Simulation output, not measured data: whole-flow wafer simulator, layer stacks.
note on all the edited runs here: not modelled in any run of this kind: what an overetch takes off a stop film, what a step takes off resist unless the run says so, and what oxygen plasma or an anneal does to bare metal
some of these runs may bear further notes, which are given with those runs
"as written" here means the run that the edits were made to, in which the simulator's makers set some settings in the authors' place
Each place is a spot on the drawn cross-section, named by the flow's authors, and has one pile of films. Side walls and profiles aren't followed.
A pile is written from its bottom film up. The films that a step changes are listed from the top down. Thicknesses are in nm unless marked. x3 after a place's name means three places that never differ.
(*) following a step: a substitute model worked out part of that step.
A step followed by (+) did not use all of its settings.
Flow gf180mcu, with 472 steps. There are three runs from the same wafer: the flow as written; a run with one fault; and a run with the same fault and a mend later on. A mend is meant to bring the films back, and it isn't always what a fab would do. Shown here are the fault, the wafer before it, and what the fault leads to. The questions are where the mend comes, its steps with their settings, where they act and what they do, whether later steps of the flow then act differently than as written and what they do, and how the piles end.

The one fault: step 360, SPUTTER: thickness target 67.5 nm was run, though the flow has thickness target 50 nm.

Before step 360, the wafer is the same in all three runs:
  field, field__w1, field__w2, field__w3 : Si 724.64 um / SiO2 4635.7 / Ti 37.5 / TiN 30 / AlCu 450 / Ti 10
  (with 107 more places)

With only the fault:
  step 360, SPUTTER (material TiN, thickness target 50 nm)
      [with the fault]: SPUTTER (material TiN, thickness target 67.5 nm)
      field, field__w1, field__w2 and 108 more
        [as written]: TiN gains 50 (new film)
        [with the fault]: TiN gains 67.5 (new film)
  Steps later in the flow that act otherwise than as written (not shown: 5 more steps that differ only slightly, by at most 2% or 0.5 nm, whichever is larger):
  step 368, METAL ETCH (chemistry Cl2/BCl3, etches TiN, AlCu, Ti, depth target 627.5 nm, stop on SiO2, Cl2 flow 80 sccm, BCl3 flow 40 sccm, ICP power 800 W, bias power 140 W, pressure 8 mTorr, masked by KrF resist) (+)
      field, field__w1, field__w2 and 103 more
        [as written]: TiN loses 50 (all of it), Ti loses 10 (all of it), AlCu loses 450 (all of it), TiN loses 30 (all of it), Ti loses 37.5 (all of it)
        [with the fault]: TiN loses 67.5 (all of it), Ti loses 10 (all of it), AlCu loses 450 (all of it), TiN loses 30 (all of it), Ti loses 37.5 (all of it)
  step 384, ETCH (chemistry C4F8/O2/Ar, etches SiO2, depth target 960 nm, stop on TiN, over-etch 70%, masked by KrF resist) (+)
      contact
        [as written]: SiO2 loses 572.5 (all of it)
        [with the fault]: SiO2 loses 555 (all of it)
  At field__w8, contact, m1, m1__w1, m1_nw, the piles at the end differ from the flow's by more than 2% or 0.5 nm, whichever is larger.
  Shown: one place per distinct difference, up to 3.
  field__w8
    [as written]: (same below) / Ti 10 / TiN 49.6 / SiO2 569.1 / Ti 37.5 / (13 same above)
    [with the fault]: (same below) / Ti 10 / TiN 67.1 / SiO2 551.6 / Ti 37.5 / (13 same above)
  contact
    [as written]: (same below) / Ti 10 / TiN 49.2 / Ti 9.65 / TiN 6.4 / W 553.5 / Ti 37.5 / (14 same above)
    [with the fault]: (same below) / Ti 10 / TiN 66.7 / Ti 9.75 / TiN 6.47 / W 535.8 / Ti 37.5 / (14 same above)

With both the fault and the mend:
  After step 367 comes the mend.
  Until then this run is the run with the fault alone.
  step 367a, STRIP (chemistry O2/N2, power 2160 W, pressure 1700 mTorr) (*)
      field__w8, contact, m1, m1__w1, m1_nw
        KrF resist loses 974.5 (all of it)
  step 367b, METAL ETCH (chemistry Cl2/BCl3, etches TiN, AlCu, Ti, depth target 17.5 nm, Cl2 flow 80 sccm, BCl3 flow 40 sccm, ICP power 800 W, bias power 140 W, pressure 8 mTorr) (a further turn of the flow's step 260, with different settings)
      field, field__w1, field__w2 and 108 more
        TiN loses 17.5
  step 367c, HMDS (120 C, 60 s) (a further turn of the flow's step 362)
      does not change any film at any place that is followed
  step 367d, COAT (KrF resist, thickness 1000 nm) (a further turn of the flow's step 363)
      field, field__w1, field__w2 and 108 more
        KrF resist gains 1000 (new film)
  step 367e, SOFTBAKE (KrF resist) (a further turn of the flow's step 364)
      does not change any film at any place that is followed
  step 367f, EXPOSE (photomask Metal4) (a further turn of the flow's step 365)
      does not change any film at any place that is followed
  step 367g, PEB (KrF resist, 135 C, 90 s) (a further turn of the flow's step 366)
      field, field__w1, field__w2 and 108 more
        KrF resist loses 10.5
  step 367h, DEVELOP (thickness 1000 nm, 60 s) (a further turn of the flow's step 367)
      field, field__w1, field__w2 and 103 more
        KrF resist loses 989.5 (all of it)
      field__w8, contact, m1, m1__w1, m1_nw
        KrF resist loses 14.9
  Later steps of the flow that are run all act as written at every place that is followed.
  At every place that both follow, the piles at the end match the flow's.
